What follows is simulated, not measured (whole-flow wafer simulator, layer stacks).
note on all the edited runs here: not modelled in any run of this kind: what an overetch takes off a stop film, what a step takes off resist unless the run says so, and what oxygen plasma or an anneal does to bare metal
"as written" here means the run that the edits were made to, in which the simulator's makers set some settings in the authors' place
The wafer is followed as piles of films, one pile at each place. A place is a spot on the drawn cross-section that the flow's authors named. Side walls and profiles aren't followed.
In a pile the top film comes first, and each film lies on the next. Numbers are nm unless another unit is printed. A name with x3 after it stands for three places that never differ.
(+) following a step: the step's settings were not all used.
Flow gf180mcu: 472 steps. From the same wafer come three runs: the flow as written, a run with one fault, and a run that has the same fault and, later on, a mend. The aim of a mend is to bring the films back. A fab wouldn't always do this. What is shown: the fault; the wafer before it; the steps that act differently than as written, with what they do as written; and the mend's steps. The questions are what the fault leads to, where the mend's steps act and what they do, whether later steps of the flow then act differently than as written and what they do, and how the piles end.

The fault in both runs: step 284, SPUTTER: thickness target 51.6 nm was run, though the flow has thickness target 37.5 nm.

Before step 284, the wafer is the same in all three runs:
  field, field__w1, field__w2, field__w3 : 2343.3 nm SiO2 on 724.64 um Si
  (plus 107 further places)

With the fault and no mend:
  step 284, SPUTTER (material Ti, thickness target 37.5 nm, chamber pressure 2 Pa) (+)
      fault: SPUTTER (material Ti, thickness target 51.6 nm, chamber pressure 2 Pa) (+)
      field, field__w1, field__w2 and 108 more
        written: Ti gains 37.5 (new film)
        fault: Ti gains 51.6 (new film)
  Steps further on in the flow that do not act as written:
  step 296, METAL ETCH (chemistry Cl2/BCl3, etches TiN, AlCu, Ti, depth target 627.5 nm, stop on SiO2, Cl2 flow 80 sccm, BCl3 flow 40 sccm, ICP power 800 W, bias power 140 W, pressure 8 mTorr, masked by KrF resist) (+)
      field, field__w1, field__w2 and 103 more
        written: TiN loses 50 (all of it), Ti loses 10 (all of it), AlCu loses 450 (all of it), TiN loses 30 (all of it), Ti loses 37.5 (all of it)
        fault: TiN loses 50 (all of it), Ti loses 10 (all of it), AlCu loses 450 (all of it), TiN loses 30 (all of it), Ti loses 51.6 (all of it)
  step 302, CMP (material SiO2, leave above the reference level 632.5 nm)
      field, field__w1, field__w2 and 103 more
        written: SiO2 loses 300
        fault: SiO2 loses 285.9
  The piles end different from the flow's at field__w8, contact, m1, m1__w1, m1_nw by more than 2% or 0.5 nm, whichever is larger.
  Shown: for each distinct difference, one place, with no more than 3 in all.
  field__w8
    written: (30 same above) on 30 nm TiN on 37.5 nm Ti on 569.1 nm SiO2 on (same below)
    fault: (30 same above) on 30 nm TiN on 51.6 nm Ti on 569.1 nm SiO2 on (same below)
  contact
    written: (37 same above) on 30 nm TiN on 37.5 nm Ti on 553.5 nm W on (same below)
    fault: (37 same above) on 30 nm TiN on 51.6 nm Ti on 553.5 nm W on (same below)

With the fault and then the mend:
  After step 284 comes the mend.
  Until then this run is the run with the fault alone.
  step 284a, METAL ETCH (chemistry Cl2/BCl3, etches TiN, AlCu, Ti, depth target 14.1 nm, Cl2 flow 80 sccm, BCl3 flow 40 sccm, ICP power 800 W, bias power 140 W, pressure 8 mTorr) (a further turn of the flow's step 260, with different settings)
      field, field__w1, field__w2 and 108 more
        Ti loses 14.1
  None of the later steps of the flow acts differently than as written at any place that is followed.
  At every place that both follow, the piles at the end match the flow's.
